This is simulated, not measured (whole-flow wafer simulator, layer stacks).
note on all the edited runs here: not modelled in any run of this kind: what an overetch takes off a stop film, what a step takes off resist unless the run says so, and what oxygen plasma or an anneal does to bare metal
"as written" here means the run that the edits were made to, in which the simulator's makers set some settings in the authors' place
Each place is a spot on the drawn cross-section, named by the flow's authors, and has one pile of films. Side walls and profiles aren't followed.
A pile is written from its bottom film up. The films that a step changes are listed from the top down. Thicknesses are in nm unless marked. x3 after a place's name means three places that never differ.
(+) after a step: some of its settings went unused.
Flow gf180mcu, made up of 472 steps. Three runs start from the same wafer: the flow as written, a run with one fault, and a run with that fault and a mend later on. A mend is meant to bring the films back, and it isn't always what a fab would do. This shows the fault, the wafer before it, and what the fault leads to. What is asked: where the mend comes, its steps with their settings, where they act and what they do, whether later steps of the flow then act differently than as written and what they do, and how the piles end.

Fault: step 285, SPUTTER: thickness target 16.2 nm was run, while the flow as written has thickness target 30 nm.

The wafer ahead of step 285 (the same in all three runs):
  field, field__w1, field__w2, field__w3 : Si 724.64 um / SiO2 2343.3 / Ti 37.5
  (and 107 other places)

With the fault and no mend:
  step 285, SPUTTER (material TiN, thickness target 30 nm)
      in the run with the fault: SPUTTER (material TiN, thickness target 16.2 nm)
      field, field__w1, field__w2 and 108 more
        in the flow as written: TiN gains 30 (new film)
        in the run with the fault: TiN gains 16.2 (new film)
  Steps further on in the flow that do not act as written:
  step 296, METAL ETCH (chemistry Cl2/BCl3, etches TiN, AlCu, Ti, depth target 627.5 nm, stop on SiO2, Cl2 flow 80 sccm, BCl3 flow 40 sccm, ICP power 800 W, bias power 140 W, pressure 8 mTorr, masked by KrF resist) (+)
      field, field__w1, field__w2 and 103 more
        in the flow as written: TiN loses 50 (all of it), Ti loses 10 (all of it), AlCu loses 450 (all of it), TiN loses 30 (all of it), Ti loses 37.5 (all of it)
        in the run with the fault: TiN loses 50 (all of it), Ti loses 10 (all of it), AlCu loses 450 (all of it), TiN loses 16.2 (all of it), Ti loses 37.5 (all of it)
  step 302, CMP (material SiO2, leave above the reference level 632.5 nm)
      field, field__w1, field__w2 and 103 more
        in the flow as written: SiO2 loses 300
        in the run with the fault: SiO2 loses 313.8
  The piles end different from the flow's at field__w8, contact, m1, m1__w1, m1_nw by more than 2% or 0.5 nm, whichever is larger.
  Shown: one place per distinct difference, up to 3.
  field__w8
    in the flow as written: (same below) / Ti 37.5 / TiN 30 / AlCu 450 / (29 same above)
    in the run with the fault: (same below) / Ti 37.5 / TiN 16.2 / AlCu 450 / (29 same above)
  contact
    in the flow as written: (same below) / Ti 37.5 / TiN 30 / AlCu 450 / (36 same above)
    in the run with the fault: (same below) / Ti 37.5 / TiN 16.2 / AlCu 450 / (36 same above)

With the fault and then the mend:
  After step 285 comes the mend.
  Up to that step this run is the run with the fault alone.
  step 285a, SPUTTER (material TiN, thickness target 13.8 nm) (a further turn of the flow's step 285, with different settings)
      field, field__w1, field__w2 and 108 more
        TiN gains 13.8
  Later steps of the flow that are run all act as written at every place that is followed.
  At every place that both follow, the piles at the end match the flow's.
